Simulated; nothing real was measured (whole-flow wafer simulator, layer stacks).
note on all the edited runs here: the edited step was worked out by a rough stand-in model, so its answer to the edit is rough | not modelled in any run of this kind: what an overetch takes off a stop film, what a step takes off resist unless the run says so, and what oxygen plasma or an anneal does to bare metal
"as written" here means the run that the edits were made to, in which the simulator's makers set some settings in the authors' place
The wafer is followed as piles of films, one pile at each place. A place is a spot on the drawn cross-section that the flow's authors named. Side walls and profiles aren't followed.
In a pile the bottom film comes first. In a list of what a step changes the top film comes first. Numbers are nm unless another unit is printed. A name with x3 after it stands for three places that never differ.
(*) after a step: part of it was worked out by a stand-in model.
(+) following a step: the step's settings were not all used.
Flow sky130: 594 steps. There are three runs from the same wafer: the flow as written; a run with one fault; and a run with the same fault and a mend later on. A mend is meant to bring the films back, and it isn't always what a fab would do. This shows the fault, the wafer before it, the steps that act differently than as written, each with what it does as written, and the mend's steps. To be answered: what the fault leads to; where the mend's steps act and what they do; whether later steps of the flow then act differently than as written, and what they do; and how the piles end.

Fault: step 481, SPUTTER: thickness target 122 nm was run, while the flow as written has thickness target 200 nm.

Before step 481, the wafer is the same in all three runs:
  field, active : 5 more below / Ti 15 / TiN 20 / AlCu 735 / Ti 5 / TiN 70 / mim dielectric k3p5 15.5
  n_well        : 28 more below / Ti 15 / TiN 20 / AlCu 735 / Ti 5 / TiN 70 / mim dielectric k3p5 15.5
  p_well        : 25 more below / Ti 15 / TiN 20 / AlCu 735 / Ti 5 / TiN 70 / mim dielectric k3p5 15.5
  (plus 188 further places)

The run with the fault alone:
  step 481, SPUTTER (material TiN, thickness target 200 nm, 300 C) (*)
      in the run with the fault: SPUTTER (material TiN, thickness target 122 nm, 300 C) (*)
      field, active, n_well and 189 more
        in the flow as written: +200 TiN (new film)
        in the run with the fault: +122 TiN (new film)
  Steps further on in the flow that do not act as written (4 other steps are not shown; they differ only slightly, by no more than 2% or 0.5 nm, whichever is larger):
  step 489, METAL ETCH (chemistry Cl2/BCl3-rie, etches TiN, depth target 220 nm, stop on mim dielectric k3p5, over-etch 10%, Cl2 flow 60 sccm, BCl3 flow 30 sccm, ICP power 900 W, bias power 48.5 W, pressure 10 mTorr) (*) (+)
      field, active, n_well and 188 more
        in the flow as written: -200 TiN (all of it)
        in the run with the fault: -122 TiN (all of it)
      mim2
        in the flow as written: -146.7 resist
        in the run with the fault: -89.5 resist
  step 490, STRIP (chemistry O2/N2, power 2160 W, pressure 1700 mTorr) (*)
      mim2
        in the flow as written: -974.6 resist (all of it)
        in the run with the fault: -1031.8 resist (all of it)
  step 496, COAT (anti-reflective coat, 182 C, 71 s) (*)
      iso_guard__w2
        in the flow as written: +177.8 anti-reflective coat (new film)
        in the run with the fault: +127.5 anti-reflective coat (new film)
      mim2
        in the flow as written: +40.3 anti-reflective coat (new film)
        in the run with the fault: +29.6 anti-reflective coat (new film)
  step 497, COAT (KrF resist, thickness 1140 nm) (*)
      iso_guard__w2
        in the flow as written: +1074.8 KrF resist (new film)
        in the run with the fault: +1108.8 KrF resist (new film)
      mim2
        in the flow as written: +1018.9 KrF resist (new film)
        in the run with the fault: +1087.5 KrF resist (new film)
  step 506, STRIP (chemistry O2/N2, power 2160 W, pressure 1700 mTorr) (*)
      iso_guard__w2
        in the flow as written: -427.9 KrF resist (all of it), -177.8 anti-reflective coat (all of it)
        in the run with the fault: -461.7 KrF resist (all of it), -127.5 anti-reflective coat (all of it)
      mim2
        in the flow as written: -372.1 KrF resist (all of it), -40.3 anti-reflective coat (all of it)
        in the run with the fault: -440.5 KrF resist (all of it), -29.6 anti-reflective coat (all of it)
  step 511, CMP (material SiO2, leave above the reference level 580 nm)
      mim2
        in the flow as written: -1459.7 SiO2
        in the run with the fault: -1381.7 SiO2
  At mim2, the piles at the end differ from the flow's by more than 2% or 0.5 nm, whichever is larger.
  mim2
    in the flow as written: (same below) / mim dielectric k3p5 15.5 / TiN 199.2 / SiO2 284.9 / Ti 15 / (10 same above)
    in the run with the fault: (same below) / mim dielectric k3p5 15.5 / TiN 121.2 / SiO2 362.9 / Ti 15 / (10 same above)

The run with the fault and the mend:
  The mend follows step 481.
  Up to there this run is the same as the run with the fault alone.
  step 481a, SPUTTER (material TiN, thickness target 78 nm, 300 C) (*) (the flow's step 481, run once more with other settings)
      field, active, n_well and 189 more
        +78 TiN
  Later steps of the flow that are run all act as written at every place that is followed.
  By the end, the piles equal the flow's at every place that both follow.
